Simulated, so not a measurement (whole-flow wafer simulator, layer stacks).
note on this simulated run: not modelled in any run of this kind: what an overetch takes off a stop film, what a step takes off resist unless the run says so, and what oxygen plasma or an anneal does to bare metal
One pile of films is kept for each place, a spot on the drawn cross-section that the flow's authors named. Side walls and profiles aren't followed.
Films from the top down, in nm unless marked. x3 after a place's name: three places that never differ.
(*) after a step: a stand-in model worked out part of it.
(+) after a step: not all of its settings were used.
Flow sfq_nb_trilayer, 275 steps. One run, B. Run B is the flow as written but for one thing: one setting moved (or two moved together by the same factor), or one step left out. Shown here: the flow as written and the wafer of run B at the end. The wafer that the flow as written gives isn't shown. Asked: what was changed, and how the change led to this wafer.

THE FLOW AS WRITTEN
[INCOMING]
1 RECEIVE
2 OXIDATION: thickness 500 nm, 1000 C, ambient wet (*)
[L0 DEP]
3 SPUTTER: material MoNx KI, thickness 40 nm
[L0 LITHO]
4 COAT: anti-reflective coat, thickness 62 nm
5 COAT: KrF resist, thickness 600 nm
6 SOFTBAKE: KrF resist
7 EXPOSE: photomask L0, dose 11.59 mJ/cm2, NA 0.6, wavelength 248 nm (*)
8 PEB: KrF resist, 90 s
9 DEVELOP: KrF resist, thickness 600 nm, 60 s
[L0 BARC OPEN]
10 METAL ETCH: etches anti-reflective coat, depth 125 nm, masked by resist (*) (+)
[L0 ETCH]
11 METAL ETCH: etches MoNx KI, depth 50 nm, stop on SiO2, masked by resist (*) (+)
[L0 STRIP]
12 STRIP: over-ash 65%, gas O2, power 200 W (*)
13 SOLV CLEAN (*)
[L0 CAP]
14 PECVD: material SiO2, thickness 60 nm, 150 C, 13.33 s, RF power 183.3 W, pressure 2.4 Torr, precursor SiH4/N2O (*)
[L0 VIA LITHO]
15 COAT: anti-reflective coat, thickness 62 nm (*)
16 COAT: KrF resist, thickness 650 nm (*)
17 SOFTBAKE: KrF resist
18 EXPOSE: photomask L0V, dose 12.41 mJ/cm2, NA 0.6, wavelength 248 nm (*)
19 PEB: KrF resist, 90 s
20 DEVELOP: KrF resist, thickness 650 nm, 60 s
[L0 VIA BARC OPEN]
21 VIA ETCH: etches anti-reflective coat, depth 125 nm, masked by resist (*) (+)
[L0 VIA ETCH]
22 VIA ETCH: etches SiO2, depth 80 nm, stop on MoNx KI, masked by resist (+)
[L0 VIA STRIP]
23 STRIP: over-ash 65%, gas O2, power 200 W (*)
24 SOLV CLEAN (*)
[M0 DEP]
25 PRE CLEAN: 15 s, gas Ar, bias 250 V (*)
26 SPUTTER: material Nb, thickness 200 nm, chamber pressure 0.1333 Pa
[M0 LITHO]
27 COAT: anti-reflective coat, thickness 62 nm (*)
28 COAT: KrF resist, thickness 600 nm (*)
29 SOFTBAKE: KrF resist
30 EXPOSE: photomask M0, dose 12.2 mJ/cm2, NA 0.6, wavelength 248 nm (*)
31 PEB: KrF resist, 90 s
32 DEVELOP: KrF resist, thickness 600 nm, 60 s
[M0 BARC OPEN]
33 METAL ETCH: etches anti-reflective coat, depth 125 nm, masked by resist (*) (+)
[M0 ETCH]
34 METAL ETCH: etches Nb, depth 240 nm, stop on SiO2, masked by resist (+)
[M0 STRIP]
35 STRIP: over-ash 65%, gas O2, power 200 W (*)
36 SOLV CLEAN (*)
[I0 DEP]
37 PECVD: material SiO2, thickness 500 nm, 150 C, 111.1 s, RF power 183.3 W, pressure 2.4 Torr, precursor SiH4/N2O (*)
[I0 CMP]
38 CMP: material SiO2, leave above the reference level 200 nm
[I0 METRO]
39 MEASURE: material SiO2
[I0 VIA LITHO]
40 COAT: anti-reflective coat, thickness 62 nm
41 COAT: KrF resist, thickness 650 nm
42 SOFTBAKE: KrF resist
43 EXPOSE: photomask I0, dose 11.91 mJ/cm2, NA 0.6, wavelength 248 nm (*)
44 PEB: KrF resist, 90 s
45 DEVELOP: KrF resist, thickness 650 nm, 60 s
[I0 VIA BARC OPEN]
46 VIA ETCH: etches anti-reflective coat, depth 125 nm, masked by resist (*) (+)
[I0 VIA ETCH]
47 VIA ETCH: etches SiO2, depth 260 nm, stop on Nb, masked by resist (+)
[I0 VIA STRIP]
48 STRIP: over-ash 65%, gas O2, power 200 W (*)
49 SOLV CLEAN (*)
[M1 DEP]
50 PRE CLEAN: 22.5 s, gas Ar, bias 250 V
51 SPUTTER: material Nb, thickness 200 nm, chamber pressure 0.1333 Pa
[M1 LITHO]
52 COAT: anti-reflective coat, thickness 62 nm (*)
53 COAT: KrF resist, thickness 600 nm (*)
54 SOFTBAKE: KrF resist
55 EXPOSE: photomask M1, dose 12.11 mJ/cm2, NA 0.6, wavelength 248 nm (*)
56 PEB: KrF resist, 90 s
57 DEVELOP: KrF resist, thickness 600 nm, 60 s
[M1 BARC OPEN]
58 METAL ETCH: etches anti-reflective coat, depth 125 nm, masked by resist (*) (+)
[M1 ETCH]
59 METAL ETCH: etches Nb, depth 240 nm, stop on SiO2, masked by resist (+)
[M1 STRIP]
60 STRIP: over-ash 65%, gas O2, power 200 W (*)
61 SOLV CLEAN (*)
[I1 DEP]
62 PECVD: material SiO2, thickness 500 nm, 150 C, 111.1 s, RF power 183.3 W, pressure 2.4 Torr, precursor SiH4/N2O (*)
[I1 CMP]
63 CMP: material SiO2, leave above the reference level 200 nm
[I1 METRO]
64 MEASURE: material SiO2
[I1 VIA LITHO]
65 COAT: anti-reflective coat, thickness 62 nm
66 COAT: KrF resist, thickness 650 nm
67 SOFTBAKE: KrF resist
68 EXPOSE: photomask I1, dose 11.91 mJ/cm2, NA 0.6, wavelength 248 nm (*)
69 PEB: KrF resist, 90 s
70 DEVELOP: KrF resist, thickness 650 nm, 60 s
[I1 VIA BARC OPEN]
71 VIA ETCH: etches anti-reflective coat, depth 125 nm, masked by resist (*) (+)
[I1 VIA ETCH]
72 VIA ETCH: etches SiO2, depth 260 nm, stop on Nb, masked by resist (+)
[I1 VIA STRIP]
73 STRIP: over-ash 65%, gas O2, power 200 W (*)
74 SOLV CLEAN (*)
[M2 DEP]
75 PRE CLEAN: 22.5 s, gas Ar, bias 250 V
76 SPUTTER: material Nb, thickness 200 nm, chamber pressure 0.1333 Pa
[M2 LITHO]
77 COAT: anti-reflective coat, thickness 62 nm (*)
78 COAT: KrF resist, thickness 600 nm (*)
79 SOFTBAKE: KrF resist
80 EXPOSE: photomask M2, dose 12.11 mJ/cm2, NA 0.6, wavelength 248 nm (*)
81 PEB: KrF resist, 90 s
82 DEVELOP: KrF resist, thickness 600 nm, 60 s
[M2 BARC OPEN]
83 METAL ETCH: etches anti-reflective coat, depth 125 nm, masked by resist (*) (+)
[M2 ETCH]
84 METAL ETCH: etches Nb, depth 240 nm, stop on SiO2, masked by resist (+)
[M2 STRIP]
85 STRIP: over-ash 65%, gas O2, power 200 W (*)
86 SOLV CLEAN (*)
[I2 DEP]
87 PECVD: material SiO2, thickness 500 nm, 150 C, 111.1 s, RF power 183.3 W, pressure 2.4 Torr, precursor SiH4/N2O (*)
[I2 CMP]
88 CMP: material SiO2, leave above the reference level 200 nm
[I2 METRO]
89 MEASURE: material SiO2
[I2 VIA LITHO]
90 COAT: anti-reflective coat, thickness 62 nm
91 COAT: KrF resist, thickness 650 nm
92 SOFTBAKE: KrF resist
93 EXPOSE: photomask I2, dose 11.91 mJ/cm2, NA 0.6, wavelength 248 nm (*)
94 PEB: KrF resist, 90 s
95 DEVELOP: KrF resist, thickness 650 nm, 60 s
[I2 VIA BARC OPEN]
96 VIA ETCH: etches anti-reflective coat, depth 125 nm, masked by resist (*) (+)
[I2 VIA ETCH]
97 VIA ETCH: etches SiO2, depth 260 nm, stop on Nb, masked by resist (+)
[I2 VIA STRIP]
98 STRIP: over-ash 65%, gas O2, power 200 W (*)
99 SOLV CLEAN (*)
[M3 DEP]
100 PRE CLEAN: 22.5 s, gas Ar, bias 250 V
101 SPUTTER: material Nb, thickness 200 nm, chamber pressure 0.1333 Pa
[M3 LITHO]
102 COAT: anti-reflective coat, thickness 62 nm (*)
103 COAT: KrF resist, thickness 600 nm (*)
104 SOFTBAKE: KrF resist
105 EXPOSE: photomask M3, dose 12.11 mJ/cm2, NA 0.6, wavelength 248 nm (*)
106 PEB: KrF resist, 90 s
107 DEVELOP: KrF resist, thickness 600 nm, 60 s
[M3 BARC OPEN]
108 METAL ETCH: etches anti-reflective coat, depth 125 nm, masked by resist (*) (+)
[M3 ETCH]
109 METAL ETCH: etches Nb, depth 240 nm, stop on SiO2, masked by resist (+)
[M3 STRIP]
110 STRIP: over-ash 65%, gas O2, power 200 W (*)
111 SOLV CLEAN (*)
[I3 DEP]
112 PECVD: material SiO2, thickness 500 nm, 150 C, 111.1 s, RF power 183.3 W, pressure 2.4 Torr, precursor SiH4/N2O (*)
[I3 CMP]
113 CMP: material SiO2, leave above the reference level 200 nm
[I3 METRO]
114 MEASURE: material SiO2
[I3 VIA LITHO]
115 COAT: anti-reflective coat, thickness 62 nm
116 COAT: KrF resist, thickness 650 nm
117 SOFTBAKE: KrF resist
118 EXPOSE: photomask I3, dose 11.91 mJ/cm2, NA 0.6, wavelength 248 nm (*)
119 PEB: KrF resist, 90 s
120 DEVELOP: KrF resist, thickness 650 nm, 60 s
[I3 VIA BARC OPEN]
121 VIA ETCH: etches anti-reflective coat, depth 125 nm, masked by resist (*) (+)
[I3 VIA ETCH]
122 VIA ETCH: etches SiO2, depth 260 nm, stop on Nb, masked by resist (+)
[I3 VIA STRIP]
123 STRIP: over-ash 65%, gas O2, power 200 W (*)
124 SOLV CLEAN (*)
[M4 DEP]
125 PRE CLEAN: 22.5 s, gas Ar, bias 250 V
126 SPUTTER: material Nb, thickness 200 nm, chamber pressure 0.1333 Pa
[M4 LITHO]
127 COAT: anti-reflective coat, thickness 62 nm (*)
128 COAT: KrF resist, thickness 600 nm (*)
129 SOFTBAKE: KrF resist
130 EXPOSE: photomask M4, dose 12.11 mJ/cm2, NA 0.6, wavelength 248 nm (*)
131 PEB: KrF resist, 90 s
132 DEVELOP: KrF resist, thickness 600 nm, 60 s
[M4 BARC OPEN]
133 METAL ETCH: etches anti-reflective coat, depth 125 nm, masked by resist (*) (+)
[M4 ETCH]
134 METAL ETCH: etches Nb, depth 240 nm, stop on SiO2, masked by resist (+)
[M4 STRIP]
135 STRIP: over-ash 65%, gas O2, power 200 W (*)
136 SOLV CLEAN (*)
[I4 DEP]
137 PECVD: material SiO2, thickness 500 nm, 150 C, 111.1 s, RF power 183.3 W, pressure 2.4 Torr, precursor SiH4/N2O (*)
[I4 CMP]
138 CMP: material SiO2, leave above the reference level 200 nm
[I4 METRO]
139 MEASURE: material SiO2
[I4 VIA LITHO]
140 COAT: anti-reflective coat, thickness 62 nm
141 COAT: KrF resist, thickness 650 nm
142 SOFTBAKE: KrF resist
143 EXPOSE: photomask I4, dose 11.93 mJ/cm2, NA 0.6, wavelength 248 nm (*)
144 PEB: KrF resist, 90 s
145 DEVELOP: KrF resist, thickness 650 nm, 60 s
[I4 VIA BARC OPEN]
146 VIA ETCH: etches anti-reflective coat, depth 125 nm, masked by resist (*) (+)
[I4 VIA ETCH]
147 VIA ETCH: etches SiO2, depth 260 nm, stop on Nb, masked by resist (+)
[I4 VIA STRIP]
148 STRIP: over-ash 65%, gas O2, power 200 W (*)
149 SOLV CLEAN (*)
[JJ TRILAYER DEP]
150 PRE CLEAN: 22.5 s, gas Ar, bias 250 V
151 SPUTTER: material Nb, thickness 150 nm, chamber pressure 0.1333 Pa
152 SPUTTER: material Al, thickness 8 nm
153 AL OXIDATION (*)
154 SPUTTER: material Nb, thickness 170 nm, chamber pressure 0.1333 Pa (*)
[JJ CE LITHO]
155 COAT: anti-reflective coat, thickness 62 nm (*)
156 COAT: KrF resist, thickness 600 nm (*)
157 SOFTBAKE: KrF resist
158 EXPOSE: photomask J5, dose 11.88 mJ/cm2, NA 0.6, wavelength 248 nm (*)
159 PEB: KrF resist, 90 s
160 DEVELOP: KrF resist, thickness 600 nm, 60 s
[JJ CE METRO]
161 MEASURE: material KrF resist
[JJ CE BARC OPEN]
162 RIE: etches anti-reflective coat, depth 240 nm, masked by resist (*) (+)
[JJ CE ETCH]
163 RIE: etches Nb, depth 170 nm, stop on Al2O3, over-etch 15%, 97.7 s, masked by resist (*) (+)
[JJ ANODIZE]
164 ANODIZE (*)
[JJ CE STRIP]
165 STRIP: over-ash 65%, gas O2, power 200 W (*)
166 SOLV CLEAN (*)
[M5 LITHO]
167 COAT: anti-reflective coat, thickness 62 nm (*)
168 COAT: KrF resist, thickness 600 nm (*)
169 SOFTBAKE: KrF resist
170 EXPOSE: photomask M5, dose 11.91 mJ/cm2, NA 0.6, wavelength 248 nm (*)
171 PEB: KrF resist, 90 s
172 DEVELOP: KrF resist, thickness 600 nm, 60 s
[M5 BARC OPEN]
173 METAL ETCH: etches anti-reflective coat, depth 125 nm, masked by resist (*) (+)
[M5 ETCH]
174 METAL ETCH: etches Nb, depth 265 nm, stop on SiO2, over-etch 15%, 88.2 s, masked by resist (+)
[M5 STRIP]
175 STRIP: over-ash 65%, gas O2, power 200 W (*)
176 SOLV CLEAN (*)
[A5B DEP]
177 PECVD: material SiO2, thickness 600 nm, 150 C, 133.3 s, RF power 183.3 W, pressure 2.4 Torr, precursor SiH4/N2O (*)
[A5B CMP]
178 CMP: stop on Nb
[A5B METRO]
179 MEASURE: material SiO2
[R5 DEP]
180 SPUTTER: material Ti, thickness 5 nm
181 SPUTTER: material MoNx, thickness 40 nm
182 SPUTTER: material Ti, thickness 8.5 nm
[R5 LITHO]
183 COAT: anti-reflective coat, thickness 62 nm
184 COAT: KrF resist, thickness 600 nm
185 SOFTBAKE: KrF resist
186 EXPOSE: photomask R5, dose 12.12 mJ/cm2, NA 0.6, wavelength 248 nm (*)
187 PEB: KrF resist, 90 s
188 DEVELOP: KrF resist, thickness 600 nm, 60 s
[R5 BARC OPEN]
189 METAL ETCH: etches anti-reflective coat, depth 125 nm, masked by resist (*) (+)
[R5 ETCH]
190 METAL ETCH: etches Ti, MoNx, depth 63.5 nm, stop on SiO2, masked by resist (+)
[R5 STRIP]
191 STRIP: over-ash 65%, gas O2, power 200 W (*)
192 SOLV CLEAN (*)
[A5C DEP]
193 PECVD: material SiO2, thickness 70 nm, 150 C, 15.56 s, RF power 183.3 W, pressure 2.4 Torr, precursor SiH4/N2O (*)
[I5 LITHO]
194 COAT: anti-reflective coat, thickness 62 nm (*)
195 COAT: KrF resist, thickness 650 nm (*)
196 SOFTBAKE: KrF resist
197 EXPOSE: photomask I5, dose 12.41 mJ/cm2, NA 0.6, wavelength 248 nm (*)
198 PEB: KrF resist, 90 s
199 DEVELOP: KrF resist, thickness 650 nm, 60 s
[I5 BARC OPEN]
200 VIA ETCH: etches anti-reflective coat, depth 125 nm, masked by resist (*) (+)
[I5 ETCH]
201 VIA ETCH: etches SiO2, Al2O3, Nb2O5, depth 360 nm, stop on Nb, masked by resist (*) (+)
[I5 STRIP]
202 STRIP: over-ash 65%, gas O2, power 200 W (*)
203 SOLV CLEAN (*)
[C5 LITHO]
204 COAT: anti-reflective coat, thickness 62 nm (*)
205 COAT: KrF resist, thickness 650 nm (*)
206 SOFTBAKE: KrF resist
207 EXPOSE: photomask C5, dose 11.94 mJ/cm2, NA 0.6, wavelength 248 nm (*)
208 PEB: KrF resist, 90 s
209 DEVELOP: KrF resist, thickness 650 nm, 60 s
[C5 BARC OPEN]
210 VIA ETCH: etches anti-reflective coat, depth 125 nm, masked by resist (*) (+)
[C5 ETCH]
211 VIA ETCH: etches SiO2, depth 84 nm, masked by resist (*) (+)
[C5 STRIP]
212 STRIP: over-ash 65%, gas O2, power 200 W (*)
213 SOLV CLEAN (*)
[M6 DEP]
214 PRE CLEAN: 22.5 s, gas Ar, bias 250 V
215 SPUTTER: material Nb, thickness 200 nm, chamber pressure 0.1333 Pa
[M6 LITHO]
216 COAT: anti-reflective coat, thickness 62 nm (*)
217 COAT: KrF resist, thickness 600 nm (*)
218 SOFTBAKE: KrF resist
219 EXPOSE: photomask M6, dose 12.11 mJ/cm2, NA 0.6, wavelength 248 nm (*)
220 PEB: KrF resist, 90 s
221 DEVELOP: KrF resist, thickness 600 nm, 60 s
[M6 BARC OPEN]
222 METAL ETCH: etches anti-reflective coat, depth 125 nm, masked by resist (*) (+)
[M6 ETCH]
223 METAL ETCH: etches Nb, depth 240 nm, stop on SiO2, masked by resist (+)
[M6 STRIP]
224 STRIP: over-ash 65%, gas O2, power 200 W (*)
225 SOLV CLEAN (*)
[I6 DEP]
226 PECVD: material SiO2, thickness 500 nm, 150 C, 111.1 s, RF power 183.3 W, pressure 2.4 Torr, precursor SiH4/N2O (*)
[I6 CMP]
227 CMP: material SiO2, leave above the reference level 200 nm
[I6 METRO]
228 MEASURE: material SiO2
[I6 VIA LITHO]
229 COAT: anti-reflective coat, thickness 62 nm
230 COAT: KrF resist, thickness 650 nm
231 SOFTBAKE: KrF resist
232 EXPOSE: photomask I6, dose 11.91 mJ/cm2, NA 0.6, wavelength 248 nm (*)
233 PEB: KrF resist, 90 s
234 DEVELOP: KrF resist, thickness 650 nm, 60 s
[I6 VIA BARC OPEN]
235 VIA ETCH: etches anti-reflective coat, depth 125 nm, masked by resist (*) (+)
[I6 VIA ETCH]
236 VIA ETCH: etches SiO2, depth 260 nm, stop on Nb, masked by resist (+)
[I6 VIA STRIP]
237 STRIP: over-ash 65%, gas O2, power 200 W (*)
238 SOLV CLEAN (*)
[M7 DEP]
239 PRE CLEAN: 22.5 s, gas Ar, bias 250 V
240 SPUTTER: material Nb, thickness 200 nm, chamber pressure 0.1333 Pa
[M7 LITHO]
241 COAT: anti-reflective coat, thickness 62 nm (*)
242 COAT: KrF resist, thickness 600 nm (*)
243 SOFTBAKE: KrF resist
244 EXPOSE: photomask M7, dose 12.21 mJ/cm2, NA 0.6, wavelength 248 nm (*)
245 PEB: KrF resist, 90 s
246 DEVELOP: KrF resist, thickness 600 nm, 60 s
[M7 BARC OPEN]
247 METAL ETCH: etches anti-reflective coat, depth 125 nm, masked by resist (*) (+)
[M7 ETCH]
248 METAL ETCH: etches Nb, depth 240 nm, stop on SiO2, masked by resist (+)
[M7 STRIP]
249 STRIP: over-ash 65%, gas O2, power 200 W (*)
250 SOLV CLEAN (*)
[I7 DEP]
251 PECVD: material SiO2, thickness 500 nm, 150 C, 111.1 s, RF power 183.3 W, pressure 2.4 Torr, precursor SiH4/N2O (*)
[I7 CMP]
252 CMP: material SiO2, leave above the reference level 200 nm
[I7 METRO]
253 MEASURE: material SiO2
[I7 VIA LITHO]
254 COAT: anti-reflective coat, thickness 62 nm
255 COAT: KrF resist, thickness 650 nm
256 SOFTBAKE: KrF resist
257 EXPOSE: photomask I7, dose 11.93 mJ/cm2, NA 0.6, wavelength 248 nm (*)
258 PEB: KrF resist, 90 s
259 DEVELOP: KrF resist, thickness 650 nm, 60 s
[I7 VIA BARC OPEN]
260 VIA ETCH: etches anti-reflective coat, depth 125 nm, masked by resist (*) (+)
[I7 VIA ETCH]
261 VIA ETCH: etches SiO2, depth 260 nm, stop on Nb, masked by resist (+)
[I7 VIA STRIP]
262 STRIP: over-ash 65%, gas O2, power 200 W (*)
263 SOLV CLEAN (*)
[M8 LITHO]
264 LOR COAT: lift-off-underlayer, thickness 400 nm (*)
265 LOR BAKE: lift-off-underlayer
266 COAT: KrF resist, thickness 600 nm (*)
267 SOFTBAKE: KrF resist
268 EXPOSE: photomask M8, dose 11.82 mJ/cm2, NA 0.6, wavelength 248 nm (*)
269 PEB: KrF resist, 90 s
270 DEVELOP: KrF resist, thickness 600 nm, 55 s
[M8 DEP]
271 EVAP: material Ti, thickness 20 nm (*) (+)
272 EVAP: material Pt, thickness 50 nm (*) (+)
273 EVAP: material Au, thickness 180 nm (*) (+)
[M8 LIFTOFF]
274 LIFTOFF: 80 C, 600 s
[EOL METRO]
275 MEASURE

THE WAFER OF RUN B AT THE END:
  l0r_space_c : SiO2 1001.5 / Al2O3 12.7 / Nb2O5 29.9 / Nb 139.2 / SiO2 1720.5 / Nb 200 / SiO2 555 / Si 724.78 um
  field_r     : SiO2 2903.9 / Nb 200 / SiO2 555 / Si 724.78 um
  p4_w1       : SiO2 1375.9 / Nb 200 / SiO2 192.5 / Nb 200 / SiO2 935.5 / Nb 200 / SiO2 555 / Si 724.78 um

The cause: step 63, CMP: leave above the reference level 158 nm was run, where the flow has leave above the reference level 200 nm.

How the change led to this, step by step:
  63 CMP: material SiO2, leave above the reference level 200 nm
      field_l, be, be_sur and 72 more: SiO2 -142 (as written it would be: SiO2 -100)
      v_sur, via_wl, via_wr and 20 more: SiO2 -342 (as written it would be: SiO2 -300)
      (and at 8 more places)
  72 VIA ETCH: etches SiO2, depth 260 nm, stop on Nb, masked by resist (+)
      field_l, v_sur, via_wl and 102 more: KrF resist -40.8 (as written it would be: KrF resist -44.8)
      via_v: SiO2 -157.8 (all of it) (as written it would be: SiO2 -199.8 (all of it))
  76 SPUTTER: material Nb, thickness 200 nm, chamber pressure 0.1333 Pa
      via_v: Nb +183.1 (as written it would be: Nb +174.5)
  77 COAT: anti-reflective coat, thickness 62 nm (*)
      via_v: anti-reflective coat +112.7 (new film) (as written it would be: anti-reflective coat +123.1 (new film))
  78 COAT: KrF resist, thickness 600 nm (*)
      via_v: KrF resist +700 (new film) (as written it would be: KrF resist +733.7 (new film))
  85 STRIP: over-ash 65%, gas O2, power 200 W (*)
      via_v: KrF resist -482.1 (all of it), anti-reflective coat -112.7 (all of it) (as written it would be: KrF resist -515.8 (all of it), anti-reflective coat -123.1 (all of it))
  87 PECVD: material SiO2, thickness 500 nm, 150 C, 111.1 s, RF power 183.3 W, pressure 2.4 Torr, precursor SiH4/N2O (*)
      via_v: SiO2 +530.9 (new film) (as written it would be: SiO2 +606 (new film))
  88 CMP: material SiO2, leave above the reference level 200 nm
      via_v: SiO2 -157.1 (as written it would be: SiO2 -181.6)
